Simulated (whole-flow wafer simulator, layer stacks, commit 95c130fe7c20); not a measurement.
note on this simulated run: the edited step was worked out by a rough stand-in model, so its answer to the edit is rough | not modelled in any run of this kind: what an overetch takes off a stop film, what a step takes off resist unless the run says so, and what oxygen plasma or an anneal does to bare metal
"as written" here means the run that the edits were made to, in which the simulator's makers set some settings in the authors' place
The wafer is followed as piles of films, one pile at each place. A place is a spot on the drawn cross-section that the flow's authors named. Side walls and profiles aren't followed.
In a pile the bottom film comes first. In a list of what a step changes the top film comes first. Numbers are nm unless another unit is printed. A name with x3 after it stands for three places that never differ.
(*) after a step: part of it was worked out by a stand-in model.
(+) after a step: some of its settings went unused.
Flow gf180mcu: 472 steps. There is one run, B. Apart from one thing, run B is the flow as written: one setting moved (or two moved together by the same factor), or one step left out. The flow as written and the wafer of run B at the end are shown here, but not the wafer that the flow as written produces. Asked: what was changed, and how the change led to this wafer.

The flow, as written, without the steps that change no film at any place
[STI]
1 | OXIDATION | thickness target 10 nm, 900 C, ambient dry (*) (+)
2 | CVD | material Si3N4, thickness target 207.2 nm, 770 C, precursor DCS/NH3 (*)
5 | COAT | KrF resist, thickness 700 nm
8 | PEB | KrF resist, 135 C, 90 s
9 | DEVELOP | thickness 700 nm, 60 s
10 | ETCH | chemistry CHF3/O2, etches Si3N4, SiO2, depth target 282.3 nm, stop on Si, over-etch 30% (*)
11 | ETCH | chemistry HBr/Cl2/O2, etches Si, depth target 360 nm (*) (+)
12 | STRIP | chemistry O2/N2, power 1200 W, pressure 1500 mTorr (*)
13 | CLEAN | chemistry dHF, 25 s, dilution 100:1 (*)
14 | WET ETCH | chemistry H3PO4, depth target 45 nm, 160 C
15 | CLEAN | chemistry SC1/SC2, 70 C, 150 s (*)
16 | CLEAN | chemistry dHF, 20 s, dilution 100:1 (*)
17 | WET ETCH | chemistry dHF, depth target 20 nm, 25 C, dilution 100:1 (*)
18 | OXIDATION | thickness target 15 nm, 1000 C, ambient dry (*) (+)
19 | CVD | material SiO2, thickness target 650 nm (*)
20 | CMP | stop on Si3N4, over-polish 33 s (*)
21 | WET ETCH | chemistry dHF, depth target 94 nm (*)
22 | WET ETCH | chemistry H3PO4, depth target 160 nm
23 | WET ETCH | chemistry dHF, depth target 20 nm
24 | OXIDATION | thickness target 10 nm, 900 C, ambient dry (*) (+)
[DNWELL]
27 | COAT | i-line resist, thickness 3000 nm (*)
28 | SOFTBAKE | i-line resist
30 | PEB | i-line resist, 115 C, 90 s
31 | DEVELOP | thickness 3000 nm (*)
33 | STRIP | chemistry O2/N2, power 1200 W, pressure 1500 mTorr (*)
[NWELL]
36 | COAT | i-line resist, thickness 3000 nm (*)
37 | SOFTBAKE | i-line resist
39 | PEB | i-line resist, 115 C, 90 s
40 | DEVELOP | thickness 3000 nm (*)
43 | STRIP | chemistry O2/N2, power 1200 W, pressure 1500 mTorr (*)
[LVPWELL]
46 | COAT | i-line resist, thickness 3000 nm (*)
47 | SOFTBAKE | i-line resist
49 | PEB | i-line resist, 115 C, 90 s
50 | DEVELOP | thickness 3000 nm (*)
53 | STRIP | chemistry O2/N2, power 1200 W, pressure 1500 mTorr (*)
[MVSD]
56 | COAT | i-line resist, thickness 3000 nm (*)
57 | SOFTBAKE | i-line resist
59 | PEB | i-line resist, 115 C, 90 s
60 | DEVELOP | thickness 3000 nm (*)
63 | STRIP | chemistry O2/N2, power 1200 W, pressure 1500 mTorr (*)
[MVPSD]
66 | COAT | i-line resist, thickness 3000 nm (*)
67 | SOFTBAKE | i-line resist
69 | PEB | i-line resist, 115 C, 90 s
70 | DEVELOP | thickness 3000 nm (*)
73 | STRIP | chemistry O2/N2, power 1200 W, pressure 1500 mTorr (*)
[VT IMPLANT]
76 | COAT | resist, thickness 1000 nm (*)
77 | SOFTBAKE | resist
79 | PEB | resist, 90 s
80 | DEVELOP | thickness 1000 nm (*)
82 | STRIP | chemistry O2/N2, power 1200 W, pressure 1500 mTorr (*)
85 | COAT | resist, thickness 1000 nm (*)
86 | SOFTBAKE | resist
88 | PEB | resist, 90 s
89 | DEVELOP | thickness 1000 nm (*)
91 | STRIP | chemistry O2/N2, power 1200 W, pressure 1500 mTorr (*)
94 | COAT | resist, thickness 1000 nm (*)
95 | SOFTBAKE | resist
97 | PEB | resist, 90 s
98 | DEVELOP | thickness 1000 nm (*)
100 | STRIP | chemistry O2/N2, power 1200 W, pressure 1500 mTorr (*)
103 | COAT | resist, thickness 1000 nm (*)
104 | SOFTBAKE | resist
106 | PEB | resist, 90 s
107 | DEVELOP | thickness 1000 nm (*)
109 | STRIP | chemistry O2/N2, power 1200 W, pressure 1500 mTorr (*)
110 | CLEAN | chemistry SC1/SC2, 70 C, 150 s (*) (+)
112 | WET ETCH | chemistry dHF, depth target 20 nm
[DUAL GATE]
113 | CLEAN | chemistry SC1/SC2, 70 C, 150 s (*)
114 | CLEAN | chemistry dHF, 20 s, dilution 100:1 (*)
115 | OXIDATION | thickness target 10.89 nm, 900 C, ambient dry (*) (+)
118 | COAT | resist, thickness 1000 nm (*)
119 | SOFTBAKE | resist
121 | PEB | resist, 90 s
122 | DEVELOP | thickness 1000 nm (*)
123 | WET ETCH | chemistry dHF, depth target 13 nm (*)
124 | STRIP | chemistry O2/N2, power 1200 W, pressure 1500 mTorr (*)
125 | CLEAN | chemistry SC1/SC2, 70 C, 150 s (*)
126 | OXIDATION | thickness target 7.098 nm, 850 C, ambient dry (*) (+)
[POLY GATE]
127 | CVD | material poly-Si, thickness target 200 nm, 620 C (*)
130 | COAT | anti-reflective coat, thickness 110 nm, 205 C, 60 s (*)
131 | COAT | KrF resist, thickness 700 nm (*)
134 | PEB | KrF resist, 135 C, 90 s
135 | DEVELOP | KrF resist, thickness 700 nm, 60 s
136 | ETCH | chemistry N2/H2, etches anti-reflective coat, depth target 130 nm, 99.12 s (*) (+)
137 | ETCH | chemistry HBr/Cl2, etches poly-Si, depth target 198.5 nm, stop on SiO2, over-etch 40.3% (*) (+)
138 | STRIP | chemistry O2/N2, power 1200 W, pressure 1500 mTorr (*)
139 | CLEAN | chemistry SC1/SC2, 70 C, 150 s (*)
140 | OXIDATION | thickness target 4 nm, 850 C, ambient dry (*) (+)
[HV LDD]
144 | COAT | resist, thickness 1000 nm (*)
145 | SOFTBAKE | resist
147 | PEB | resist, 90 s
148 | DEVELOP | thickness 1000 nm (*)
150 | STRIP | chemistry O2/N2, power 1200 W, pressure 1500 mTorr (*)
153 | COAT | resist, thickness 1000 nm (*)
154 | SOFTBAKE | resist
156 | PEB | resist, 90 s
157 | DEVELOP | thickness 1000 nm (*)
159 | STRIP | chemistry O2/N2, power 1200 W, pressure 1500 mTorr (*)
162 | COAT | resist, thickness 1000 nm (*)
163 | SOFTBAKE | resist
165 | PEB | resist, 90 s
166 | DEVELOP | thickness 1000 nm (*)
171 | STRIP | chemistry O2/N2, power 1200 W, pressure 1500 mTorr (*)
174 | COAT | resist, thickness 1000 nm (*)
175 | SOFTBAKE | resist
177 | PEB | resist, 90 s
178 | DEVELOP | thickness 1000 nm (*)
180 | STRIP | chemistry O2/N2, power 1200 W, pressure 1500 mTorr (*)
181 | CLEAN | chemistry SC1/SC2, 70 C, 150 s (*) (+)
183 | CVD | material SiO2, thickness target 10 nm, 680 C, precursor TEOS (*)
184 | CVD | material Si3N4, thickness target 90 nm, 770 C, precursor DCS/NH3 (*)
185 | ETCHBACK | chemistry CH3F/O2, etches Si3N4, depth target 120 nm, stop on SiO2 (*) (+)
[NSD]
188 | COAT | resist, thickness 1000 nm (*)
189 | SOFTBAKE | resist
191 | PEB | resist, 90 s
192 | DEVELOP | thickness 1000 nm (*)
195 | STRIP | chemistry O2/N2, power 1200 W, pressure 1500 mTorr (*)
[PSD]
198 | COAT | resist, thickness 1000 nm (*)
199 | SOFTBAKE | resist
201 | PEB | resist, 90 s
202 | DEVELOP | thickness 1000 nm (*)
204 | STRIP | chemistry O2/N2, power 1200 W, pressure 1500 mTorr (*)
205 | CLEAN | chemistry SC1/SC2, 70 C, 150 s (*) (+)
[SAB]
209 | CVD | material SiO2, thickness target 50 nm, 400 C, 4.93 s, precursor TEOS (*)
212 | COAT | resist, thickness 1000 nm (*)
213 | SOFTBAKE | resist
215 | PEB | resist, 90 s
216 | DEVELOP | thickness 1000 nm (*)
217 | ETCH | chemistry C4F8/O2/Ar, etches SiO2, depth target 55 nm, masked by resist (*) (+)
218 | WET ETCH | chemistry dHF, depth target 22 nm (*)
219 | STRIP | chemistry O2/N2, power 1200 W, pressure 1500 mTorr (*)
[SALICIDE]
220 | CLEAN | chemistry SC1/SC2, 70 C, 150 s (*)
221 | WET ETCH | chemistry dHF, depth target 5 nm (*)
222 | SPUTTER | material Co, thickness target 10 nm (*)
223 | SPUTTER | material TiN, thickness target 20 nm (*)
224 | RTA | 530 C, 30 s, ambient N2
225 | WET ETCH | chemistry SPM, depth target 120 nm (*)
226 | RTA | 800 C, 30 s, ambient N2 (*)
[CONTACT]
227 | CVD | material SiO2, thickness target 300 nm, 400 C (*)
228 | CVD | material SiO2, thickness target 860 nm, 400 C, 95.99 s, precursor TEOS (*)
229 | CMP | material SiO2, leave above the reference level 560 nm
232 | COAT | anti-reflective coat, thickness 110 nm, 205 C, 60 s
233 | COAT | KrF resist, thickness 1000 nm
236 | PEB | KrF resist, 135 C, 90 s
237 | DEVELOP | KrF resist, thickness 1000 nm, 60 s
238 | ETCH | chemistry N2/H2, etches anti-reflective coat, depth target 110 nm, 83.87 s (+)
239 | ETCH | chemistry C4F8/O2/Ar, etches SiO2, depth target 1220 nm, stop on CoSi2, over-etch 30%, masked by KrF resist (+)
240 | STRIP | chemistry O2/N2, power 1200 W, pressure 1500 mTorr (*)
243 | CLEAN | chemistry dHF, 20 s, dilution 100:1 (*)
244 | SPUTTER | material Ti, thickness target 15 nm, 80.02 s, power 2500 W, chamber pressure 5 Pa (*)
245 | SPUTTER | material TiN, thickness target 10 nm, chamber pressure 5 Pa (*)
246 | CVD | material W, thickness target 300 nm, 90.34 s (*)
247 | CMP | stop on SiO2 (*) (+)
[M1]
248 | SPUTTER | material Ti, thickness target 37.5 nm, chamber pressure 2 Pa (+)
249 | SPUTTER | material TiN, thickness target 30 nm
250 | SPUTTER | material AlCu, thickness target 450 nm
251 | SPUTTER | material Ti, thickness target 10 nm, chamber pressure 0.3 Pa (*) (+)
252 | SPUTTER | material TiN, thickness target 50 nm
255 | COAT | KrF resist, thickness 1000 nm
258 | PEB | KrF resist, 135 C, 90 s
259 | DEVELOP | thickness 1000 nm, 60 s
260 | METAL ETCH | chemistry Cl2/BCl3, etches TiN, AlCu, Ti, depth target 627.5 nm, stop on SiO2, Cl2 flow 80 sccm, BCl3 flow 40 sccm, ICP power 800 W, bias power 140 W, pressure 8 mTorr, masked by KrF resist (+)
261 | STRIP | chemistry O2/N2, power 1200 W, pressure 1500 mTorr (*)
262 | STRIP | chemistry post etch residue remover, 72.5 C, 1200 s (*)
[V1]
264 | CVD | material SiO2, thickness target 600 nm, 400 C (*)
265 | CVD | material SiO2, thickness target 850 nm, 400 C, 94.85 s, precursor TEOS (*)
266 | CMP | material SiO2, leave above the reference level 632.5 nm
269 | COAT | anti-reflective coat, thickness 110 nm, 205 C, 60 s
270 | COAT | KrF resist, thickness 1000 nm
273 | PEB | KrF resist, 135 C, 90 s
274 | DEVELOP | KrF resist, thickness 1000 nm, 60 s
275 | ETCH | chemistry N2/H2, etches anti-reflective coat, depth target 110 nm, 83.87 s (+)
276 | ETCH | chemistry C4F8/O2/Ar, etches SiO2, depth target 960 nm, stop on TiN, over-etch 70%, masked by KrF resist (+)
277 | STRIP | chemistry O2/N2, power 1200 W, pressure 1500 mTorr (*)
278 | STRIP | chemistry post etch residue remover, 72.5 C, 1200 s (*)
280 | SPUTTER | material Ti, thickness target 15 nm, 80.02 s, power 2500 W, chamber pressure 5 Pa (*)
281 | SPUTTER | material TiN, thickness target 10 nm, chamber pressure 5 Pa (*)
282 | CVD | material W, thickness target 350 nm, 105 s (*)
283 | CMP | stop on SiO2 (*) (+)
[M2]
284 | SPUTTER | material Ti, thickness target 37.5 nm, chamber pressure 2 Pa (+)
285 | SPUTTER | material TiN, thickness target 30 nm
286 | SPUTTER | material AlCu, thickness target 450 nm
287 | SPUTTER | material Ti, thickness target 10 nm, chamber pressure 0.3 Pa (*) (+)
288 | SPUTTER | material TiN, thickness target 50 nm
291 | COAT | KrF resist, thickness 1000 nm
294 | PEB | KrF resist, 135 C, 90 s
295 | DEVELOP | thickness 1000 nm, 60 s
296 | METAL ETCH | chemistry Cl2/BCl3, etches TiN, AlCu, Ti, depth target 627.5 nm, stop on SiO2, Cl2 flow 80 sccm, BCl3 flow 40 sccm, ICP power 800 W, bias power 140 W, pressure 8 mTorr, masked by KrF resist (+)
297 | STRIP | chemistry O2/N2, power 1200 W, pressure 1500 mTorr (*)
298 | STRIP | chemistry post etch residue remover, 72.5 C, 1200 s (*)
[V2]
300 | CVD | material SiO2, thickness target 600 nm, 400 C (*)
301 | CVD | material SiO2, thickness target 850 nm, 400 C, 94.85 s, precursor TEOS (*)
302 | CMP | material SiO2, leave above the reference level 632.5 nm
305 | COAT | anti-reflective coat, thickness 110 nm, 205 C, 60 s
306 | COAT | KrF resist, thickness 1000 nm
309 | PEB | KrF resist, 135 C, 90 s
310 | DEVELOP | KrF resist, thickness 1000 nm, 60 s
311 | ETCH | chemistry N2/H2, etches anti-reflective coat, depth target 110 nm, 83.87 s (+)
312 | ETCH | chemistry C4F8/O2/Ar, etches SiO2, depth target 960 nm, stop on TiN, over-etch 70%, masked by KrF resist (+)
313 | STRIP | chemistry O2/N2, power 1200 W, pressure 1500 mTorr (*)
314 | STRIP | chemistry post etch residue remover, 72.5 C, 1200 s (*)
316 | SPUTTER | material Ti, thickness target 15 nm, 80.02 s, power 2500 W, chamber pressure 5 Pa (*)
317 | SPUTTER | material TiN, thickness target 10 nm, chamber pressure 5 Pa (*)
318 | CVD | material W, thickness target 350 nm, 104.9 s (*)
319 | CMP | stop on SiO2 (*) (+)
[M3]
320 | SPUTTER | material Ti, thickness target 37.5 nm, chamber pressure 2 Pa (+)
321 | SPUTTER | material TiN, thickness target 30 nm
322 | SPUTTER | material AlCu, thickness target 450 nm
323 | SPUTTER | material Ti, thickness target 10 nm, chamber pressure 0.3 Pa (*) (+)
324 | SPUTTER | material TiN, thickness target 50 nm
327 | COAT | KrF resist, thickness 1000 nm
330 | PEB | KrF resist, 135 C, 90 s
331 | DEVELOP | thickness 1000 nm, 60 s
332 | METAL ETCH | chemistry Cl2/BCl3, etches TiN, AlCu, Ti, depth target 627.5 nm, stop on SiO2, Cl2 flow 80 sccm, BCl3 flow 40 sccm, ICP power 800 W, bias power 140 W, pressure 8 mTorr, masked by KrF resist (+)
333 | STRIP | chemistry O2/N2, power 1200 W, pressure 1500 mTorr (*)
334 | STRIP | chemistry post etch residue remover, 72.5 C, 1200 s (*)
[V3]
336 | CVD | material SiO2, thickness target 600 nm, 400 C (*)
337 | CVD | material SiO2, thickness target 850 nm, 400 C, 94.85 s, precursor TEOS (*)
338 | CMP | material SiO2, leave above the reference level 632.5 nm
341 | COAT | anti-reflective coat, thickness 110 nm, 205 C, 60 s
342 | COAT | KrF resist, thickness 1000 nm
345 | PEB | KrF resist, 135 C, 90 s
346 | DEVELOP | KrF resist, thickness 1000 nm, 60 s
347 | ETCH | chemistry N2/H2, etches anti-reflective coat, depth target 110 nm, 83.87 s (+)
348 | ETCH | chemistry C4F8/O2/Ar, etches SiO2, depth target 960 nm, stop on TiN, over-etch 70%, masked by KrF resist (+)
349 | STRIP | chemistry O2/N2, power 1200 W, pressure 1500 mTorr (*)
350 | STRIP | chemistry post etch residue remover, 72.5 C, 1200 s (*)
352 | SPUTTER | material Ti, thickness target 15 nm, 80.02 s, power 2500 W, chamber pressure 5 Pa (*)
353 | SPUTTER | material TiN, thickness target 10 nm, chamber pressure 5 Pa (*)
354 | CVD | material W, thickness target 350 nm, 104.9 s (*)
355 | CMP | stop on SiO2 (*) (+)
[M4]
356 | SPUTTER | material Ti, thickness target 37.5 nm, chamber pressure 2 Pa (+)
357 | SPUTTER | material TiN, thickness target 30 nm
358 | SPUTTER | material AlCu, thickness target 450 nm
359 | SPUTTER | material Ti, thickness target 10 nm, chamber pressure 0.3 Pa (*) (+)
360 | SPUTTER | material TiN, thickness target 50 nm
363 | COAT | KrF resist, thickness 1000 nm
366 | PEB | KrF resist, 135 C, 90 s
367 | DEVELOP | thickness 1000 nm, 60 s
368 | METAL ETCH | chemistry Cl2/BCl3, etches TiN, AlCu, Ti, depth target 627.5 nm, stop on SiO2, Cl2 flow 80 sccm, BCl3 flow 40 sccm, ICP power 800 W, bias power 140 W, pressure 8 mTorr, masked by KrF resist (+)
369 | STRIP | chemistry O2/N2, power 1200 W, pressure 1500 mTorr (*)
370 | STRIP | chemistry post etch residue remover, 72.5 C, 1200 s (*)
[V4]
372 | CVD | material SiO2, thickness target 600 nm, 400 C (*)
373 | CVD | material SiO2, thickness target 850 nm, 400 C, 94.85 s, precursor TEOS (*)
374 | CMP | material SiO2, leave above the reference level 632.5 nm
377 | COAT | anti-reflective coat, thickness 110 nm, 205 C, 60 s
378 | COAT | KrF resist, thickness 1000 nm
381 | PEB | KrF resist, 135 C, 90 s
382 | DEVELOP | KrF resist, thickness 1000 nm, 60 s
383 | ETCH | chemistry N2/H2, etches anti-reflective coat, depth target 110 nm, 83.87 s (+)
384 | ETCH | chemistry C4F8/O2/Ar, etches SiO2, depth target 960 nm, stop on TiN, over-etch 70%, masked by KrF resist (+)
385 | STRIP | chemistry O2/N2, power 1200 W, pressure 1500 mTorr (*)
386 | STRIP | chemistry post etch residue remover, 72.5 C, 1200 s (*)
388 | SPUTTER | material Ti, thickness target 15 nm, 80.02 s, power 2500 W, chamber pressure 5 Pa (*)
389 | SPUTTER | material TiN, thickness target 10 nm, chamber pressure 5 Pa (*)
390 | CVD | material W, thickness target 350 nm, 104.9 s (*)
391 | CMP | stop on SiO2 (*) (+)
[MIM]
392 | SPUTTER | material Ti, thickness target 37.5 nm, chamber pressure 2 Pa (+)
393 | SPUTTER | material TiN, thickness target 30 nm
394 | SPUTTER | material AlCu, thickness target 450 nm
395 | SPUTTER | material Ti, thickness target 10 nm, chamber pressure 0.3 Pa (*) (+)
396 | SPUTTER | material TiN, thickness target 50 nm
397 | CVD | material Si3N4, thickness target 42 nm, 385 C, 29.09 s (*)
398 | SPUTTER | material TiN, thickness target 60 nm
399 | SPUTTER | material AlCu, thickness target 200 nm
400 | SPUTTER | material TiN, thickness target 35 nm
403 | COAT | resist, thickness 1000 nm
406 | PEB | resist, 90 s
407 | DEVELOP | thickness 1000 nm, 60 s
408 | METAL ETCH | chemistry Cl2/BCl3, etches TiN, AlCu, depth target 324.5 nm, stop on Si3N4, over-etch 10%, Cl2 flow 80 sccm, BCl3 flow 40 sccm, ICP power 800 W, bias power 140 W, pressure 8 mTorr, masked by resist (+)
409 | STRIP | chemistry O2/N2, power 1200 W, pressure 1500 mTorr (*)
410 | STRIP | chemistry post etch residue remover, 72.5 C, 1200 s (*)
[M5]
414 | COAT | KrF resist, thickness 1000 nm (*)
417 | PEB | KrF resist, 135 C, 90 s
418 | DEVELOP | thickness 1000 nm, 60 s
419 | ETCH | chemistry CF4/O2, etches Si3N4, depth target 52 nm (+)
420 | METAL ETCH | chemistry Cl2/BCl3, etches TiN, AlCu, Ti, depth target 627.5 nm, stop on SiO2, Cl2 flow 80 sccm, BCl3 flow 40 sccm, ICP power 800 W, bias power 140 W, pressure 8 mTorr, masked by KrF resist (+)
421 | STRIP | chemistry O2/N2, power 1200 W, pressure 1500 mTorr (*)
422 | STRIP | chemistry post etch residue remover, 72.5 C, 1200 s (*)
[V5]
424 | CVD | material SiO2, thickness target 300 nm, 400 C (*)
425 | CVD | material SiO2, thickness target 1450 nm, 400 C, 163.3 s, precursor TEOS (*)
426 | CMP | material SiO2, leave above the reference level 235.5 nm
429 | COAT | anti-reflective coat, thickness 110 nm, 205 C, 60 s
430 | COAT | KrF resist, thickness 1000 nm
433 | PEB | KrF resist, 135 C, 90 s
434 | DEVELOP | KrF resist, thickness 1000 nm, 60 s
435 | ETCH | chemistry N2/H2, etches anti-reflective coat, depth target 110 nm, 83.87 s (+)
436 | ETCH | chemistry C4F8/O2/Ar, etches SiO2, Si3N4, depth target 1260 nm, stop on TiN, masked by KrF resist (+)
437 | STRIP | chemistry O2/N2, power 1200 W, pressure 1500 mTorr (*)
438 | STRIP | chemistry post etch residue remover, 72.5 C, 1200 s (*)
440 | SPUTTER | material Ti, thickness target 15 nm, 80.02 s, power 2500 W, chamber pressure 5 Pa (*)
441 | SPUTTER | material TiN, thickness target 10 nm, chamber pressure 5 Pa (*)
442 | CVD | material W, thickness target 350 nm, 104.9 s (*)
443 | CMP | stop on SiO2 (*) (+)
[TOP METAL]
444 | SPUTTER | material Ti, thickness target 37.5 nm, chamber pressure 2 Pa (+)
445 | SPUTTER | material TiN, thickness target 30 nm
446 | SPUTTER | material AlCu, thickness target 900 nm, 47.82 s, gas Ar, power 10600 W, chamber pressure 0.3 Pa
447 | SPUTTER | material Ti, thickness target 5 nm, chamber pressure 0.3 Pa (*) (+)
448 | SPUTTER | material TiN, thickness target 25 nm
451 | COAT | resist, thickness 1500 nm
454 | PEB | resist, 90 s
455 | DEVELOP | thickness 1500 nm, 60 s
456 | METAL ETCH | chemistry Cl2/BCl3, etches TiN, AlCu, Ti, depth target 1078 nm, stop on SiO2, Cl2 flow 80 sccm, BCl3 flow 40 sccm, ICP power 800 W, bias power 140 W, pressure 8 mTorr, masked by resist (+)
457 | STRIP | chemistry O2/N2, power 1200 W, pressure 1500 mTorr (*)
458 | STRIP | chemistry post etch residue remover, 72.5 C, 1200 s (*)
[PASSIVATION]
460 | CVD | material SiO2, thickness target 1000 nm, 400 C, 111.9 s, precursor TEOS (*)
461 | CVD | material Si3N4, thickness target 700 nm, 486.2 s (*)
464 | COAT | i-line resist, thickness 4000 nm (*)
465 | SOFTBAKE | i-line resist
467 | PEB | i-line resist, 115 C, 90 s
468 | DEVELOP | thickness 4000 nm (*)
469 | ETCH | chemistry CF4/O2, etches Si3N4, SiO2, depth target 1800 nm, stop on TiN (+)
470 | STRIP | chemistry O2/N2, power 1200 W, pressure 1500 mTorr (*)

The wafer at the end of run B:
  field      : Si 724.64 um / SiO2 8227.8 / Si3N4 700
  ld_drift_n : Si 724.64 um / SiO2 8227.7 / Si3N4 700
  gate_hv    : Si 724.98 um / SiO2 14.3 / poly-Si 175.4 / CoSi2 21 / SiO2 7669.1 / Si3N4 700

The reason: step 222, SPUTTER: thickness target 6 nm was run, whereas the flow has thickness target 10 nm.

The path from the change to this, step by step:
  222 | SPUTTER | material Co, thickness target 10 nm (*)
      field, field__w7, field__w8 and 71 more: +6 Co (new film) (it would be, as written: +10 Co (new film))
      field__w6, field_sub, field_sub__w2: +5.97 Co (new film) (it would be, as written: +9.95 Co (new film))
      (also at 34 further places)
  224 | RTA | 530 C, 30 s, ambient N2
      gate, gate_hv, gate_p and 22 more: under 1 film: +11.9 CoSi (new film), -6 Co (all of it), -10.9 poly-Si (it would be, as written: under 1 film: +19.9 CoSi (new film), -10 Co (all of it), -18.2 poly-Si)
      active, p_well, sd_n and 11 more: under 1 film: +11.9 CoSi (new film), -6 Co (all of it), -10.9 Si (it would be, as written: under 1 film: +19.9 CoSi (new film), -10 Co (all of it), -18.1 Si)
      (also at 10 further places)
  225 | WET ETCH | chemistry SPM, depth target 120 nm (*)
      field, field__w7, field__w8 and 32 more: -20 TiN (all of it), -6 Co (all of it) (it would be, as written: -20 TiN (all of it), -10 Co (all of it))
      field__w9, nw_enc_fld_lv__w3: -19.1 TiN (all of it), -5.76 Co (all of it) (it would be, as written: -19.1 TiN (all of it), -9.6 Co (all of it))
      (also at 25 further places)
  226 | RTA | 800 C, 30 s, ambient N2 (*)
      gate, gate_hv, gate_p and 22 more: +21 CoSi2 (new film), -11.9 CoSi (all of it), -10.9 poly-Si (it would be, as written: +35 CoSi2 (new film), -19.9 CoSi (all of it), -18.2 poly-Si)
      active, p_well, sd_n and 11 more: +21 CoSi2 (new film), -11.9 CoSi (all of it), -10.9 Si (it would be, as written: +35 CoSi2 (new film), -19.9 CoSi (all of it), -18.1 Si)
      (also at 10 further places)
